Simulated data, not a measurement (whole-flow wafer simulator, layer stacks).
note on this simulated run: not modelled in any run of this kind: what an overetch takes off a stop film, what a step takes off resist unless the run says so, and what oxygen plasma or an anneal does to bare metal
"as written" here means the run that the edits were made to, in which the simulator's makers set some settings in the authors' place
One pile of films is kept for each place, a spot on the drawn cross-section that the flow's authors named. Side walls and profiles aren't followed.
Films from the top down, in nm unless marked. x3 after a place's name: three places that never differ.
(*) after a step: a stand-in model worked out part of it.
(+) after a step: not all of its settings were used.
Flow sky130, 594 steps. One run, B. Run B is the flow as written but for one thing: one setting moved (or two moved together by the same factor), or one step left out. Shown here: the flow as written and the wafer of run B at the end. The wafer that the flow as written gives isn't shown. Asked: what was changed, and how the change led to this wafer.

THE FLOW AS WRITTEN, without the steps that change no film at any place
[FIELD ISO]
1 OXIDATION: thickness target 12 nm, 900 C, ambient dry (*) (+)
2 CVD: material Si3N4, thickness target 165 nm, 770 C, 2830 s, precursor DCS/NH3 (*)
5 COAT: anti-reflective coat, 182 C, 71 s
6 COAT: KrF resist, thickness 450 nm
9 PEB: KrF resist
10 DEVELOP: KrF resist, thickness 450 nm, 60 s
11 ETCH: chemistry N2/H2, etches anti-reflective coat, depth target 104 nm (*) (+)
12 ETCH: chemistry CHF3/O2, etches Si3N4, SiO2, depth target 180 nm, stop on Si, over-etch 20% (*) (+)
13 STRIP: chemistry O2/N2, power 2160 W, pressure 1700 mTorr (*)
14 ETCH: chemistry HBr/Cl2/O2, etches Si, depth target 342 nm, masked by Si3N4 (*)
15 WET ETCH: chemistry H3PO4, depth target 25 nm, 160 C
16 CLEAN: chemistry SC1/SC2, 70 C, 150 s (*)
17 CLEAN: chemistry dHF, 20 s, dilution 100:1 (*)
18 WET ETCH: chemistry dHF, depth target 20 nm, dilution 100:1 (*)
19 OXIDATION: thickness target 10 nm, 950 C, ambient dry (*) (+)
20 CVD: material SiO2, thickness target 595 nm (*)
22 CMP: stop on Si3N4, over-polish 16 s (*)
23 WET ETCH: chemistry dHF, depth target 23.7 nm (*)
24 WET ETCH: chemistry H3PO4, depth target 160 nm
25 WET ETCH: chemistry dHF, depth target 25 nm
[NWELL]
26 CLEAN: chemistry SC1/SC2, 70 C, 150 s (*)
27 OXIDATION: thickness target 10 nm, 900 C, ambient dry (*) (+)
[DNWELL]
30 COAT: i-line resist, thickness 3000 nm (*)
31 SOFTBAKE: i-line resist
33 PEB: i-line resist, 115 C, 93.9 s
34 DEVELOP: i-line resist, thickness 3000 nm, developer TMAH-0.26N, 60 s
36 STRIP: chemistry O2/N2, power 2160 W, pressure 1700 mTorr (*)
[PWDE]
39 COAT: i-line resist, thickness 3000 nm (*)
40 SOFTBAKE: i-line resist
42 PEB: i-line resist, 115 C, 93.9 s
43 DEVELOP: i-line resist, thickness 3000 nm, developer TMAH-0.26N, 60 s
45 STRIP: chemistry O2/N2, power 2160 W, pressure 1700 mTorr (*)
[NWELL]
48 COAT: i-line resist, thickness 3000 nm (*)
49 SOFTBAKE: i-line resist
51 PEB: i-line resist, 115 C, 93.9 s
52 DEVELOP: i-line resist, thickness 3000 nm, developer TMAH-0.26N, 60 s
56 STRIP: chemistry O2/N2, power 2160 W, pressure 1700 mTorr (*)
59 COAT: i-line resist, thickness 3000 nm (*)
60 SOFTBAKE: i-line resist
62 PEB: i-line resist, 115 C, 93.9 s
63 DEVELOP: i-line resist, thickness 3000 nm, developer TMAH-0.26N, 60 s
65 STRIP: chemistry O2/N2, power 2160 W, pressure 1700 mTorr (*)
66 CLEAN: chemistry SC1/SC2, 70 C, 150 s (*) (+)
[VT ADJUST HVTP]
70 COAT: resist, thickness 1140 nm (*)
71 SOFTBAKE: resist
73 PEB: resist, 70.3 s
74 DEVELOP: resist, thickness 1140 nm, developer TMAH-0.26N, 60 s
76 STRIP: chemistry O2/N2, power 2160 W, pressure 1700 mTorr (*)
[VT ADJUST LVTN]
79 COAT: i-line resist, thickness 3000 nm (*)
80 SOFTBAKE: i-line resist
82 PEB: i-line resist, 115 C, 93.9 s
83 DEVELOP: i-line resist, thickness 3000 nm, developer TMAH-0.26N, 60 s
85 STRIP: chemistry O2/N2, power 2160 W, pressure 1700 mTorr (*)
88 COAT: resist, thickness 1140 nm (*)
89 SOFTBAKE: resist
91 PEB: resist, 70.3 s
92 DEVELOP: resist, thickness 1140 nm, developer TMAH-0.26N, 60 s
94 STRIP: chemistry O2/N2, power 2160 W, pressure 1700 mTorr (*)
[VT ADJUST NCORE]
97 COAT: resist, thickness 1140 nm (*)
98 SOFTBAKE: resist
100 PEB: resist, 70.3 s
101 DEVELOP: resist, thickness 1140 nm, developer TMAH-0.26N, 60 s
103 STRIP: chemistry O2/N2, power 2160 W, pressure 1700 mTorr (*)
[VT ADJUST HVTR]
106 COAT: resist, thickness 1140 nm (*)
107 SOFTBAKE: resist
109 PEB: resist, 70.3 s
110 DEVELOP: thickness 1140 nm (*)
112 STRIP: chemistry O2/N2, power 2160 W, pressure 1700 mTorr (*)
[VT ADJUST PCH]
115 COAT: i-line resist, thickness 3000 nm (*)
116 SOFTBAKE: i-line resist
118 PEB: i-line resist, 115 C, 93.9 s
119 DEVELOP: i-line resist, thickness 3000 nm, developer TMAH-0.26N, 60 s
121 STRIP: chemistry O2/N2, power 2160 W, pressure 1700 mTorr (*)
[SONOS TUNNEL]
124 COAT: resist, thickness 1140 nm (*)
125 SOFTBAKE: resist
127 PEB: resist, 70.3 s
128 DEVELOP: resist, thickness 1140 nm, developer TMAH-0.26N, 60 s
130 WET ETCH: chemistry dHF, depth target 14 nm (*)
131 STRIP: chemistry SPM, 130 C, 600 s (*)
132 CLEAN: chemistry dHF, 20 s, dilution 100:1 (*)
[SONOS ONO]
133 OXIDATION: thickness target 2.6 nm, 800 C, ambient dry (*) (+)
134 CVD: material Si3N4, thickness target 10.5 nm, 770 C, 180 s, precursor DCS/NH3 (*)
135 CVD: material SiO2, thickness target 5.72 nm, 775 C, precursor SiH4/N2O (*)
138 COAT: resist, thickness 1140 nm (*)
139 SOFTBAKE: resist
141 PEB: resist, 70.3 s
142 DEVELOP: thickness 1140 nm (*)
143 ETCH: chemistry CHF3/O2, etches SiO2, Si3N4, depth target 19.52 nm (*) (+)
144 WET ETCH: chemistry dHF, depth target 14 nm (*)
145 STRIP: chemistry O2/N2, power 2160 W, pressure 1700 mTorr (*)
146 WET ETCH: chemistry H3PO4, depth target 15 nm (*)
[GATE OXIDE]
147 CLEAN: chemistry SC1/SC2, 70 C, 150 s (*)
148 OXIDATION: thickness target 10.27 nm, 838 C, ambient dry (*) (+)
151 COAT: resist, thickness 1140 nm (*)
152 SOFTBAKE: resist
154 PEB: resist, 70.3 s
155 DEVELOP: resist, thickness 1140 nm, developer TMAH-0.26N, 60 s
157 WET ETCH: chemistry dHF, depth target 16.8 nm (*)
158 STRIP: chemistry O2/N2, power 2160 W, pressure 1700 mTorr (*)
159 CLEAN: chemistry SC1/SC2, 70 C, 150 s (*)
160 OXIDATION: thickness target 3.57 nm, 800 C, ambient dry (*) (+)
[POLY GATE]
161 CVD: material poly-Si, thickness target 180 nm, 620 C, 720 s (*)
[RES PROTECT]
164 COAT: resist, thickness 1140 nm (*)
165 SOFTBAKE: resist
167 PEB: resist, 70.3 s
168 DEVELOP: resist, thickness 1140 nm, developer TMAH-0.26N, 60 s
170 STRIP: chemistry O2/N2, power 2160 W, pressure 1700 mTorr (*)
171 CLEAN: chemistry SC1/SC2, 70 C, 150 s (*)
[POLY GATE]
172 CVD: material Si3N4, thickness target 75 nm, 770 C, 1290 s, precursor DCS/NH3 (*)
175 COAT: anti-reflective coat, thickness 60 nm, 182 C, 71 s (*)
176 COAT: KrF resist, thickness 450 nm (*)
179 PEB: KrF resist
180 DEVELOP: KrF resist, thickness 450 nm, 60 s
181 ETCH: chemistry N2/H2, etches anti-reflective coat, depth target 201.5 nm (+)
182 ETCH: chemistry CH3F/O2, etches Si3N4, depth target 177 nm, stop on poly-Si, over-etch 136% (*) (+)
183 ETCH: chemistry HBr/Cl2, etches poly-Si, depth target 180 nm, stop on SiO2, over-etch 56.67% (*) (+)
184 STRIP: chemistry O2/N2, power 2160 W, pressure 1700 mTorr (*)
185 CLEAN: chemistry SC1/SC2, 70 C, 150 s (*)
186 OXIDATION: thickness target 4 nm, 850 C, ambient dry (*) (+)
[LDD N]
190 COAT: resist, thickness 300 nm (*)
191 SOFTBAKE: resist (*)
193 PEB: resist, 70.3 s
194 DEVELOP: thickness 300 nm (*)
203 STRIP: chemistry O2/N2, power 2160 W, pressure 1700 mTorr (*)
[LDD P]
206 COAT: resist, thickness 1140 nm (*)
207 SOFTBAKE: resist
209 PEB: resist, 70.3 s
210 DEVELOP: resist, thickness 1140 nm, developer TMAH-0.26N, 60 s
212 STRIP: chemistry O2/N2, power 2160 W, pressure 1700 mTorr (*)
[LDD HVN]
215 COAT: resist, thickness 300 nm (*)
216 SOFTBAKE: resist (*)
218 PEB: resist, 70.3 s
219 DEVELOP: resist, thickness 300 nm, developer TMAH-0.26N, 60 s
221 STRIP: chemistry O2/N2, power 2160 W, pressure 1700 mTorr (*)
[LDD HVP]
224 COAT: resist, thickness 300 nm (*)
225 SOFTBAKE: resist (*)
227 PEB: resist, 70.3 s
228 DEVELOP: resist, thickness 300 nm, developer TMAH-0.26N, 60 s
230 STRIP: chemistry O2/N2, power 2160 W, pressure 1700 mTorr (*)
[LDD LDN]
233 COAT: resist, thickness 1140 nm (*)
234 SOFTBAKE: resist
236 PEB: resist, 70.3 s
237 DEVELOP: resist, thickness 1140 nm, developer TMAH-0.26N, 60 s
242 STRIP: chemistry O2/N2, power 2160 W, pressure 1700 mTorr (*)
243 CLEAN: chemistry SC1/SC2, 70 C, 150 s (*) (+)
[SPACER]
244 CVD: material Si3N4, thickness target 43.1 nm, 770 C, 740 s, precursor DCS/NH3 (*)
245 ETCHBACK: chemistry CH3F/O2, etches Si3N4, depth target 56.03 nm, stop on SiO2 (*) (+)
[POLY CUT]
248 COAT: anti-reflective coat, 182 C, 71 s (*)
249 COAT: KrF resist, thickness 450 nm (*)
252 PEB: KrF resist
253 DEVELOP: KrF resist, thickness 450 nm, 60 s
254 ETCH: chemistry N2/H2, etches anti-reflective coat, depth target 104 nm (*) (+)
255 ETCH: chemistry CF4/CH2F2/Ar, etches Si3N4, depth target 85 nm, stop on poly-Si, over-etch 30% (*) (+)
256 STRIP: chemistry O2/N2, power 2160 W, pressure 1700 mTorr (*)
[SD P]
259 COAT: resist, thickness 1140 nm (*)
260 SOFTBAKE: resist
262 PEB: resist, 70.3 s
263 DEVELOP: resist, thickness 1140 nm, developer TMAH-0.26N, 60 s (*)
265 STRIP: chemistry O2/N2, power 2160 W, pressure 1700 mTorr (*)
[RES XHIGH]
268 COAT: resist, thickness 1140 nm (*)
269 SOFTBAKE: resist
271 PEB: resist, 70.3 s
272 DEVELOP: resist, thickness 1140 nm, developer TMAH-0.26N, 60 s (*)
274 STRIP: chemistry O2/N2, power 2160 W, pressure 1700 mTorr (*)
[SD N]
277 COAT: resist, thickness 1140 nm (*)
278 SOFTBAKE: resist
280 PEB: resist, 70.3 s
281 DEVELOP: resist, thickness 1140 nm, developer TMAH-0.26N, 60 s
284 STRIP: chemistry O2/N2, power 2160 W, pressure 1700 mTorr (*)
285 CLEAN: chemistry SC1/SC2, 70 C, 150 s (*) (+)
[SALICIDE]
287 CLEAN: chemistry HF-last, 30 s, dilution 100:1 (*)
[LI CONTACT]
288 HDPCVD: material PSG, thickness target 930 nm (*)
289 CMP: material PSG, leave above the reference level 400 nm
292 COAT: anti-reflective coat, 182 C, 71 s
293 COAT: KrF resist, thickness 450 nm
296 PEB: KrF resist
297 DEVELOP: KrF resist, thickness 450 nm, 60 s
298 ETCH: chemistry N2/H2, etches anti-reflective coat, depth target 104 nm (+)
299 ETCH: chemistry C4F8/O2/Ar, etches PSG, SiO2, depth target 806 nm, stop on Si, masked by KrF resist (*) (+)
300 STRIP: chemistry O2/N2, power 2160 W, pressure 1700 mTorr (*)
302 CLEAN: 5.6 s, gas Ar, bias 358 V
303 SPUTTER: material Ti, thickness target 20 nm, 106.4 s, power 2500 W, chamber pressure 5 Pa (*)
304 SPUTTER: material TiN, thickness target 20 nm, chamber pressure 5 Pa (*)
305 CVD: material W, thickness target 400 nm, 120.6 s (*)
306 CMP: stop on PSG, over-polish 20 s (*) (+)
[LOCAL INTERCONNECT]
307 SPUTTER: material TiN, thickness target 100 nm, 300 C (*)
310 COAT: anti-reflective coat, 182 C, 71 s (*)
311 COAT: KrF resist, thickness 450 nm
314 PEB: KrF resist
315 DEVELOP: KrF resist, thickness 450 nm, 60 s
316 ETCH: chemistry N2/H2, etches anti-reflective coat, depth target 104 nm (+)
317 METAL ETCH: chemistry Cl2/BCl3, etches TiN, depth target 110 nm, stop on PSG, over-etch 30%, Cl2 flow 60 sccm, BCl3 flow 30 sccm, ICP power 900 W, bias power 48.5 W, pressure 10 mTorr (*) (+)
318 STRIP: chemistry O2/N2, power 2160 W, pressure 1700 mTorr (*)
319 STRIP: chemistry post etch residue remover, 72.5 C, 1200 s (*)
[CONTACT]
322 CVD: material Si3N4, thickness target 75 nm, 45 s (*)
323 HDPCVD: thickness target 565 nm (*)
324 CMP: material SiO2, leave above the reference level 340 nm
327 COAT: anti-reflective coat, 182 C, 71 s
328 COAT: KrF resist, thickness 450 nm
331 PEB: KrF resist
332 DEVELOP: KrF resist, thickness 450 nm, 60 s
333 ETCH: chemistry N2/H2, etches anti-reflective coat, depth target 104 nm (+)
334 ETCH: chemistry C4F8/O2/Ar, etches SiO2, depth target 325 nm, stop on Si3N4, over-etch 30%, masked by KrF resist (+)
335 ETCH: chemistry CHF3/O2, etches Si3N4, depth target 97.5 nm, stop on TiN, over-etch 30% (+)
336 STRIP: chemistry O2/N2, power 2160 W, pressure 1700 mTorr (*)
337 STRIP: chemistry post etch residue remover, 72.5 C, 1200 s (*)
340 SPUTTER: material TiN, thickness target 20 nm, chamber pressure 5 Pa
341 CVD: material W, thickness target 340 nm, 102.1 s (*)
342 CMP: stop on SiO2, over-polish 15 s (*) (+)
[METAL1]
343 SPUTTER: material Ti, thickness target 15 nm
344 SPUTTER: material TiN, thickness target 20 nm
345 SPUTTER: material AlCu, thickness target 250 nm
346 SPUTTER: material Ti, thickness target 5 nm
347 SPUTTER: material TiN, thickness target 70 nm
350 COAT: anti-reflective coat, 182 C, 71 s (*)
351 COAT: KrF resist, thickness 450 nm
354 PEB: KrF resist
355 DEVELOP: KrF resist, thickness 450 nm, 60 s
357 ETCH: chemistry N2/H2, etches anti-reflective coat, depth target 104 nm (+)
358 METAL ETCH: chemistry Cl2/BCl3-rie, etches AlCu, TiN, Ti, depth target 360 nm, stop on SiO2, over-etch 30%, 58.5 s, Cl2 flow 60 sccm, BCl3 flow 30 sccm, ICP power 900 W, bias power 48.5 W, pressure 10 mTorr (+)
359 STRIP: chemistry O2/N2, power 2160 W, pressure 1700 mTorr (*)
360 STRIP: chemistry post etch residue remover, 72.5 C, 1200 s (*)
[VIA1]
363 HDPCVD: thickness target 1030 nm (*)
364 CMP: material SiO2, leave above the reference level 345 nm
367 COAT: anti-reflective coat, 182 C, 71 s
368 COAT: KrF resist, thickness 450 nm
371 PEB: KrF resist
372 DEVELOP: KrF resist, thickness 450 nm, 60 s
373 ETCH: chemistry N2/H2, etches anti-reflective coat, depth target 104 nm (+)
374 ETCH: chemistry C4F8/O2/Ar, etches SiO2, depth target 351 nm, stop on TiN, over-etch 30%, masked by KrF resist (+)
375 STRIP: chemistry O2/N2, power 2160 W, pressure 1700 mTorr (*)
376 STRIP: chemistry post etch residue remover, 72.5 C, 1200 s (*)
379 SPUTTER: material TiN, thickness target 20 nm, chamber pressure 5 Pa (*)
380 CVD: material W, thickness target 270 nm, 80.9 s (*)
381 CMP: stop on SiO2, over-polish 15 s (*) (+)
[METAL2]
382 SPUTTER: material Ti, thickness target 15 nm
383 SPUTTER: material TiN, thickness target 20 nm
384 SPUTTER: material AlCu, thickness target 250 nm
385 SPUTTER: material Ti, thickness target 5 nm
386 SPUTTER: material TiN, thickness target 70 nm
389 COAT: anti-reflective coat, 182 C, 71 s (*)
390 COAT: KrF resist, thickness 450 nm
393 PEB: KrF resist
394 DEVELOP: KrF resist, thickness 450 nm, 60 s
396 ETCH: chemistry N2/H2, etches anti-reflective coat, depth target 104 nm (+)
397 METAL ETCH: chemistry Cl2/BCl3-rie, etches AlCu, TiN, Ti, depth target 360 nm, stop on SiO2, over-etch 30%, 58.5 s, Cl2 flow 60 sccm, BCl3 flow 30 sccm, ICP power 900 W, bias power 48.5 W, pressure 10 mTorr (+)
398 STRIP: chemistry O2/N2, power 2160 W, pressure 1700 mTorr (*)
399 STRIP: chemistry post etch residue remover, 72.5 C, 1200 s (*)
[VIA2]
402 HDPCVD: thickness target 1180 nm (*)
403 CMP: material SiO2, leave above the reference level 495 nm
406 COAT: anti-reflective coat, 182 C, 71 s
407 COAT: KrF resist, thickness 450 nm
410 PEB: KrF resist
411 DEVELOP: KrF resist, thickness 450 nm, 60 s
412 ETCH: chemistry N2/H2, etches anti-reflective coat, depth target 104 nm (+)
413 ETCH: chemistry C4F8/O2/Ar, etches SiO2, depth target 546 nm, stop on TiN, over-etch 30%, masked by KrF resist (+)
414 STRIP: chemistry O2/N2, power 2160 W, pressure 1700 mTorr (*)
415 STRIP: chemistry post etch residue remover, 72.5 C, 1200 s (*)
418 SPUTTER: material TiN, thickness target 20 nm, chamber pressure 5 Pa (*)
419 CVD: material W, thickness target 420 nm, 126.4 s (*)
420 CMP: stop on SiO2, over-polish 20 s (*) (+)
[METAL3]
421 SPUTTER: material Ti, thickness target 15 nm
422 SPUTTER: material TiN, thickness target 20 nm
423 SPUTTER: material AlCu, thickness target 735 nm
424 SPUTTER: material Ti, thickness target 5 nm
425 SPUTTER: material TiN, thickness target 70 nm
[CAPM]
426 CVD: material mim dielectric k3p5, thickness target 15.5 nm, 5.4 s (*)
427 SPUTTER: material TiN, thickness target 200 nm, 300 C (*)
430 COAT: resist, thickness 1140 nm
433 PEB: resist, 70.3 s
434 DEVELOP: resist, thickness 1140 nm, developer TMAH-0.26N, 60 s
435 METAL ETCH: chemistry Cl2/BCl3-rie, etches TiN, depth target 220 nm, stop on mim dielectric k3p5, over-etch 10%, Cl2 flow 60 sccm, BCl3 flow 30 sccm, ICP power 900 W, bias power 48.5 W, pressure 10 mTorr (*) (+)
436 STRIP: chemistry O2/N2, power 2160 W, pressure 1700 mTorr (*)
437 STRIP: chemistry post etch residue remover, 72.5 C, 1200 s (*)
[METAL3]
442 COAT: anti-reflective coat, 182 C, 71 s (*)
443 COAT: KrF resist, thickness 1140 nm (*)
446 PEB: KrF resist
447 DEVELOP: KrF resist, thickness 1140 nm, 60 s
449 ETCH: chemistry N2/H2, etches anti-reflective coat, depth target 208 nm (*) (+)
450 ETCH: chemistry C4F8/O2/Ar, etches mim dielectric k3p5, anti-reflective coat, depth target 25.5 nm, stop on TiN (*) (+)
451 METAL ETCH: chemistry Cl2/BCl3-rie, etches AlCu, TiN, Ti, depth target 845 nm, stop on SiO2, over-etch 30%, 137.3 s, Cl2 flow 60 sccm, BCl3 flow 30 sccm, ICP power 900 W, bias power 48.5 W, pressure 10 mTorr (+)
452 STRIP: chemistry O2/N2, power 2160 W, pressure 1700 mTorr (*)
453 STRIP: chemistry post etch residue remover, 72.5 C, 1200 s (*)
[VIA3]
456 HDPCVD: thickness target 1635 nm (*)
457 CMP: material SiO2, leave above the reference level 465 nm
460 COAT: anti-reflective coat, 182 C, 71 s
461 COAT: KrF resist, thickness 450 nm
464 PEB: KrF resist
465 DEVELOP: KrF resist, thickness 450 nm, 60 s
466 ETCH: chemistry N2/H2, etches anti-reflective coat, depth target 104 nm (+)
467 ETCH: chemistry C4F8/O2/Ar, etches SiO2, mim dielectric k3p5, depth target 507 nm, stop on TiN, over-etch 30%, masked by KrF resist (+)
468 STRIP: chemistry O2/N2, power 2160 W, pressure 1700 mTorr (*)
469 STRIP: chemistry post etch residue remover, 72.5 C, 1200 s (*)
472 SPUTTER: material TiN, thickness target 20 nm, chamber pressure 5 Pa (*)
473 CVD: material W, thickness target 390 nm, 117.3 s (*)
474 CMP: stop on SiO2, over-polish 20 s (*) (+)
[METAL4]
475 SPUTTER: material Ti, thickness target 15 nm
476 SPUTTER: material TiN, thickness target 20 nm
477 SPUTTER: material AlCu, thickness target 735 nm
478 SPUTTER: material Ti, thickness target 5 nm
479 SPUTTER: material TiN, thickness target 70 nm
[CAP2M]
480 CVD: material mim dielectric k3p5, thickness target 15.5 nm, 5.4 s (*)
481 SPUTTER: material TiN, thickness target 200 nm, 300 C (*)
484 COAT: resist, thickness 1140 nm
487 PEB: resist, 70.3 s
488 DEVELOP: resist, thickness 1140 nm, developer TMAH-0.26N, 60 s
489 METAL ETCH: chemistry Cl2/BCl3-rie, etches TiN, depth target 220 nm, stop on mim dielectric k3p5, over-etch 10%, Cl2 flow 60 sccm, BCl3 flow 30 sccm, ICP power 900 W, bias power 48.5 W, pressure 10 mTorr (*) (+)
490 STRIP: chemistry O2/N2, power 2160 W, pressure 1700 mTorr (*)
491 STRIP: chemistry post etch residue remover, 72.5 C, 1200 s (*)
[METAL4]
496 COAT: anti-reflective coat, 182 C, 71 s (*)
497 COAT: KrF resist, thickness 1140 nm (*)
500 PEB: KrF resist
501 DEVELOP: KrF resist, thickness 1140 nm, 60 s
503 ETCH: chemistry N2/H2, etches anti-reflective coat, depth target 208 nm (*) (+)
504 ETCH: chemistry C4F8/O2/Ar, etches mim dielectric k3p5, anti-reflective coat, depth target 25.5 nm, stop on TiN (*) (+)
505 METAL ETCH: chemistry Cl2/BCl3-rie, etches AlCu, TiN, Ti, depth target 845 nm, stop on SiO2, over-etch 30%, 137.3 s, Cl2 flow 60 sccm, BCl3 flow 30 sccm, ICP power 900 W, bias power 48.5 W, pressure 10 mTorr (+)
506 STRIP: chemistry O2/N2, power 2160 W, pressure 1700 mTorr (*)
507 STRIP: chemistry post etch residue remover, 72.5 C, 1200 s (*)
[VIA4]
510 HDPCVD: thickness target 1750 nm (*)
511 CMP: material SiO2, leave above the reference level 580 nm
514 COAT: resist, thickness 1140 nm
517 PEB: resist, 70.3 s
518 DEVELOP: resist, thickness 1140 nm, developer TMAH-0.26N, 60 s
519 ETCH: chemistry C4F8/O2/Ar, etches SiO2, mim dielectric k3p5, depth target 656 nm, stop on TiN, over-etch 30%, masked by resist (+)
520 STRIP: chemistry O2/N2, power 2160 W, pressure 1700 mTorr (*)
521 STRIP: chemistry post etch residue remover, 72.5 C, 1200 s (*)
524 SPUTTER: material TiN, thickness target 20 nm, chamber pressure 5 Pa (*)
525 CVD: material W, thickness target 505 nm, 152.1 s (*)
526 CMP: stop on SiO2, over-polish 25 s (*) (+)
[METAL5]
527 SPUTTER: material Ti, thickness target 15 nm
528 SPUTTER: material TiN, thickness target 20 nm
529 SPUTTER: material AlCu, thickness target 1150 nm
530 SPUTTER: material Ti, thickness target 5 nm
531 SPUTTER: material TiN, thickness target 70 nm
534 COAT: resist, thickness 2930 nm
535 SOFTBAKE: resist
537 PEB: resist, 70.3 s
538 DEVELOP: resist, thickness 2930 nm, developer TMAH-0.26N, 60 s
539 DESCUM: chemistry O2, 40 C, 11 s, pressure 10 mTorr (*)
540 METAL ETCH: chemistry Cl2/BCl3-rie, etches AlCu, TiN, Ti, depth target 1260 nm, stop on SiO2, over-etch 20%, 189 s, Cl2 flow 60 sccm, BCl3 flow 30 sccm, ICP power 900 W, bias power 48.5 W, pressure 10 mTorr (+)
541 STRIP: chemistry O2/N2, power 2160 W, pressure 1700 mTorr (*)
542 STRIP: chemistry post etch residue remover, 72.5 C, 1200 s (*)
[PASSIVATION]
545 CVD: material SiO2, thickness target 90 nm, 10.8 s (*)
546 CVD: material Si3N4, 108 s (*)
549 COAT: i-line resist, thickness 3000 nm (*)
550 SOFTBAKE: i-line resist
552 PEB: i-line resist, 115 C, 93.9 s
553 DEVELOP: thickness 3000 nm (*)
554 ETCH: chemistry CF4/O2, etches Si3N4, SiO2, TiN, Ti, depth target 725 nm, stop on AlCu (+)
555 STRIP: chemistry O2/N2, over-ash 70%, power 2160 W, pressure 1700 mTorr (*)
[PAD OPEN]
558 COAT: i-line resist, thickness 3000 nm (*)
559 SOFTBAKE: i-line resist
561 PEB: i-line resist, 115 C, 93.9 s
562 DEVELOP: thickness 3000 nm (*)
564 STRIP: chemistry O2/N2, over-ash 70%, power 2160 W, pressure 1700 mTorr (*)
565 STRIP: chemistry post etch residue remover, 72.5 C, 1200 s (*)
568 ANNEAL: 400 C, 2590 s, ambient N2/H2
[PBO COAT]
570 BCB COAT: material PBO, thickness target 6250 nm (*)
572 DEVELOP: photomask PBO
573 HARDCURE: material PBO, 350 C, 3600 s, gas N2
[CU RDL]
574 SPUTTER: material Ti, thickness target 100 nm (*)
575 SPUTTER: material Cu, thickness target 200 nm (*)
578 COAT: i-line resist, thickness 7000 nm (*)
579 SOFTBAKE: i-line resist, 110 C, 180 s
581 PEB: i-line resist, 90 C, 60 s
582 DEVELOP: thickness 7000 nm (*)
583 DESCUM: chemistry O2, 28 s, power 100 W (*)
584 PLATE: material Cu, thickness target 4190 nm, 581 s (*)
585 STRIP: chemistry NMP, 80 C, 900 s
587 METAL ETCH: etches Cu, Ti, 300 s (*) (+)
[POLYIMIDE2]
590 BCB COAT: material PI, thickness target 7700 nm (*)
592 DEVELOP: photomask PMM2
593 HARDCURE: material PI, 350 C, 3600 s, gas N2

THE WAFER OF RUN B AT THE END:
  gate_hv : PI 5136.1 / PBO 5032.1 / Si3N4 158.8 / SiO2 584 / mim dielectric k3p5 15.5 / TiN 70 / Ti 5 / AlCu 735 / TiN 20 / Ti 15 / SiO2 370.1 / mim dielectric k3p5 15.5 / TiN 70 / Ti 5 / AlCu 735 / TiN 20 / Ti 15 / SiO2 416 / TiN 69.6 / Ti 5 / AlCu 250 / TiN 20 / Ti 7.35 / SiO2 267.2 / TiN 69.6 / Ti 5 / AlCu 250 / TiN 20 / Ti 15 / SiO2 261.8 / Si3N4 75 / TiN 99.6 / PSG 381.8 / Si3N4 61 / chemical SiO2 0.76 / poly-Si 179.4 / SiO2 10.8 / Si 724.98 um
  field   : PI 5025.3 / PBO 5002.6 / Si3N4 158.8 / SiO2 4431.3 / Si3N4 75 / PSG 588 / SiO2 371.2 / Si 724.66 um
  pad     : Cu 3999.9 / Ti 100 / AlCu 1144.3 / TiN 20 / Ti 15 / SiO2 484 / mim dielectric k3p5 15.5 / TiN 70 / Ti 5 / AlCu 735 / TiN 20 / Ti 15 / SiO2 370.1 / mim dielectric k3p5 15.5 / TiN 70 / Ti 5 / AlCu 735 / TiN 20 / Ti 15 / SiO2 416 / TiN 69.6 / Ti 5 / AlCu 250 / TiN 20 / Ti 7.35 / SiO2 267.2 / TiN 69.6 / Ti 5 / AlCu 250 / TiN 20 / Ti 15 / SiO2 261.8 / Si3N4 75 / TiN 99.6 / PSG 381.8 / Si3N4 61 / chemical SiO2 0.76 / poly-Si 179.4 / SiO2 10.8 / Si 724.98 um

The cause: step 382, SPUTTER: thickness target 7.35 nm was run, where the flow has thickness target 15 nm.
It can be read off the wafer: gate_hv has Ti 7.35, and step 382 as written asks for 15 nm.

How the change led to this, step by step:
  382 SPUTTER: material Ti, thickness target 15 nm
      field, active, n_well and 188 more: Ti +7.35 (new film) (as written it would be: Ti +15 (new film))
  397 METAL ETCH: chemistry Cl2/BCl3-rie, etches AlCu, TiN, Ti, depth target 360 nm, stop on SiO2, over-etch 30%, 58.5 s, Cl2 flow 60 sccm, BCl3 flow 30 sccm, ICP power 900 W, bias power 48.5 W, pressure 10 mTorr (+)
      field, active, gate and 82 more: TiN -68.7 (all of it), Ti -5 (all of it), AlCu -250 (all of it), TiN -20 (all of it), Ti -7.35 (all of it), SiO2 -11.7 (as written it would be: TiN -68.7 (all of it), Ti -5 (all of it), AlCu -250 (all of it), TiN -20 (all of it), Ti -15 (all of it), SiO2 -10.9)
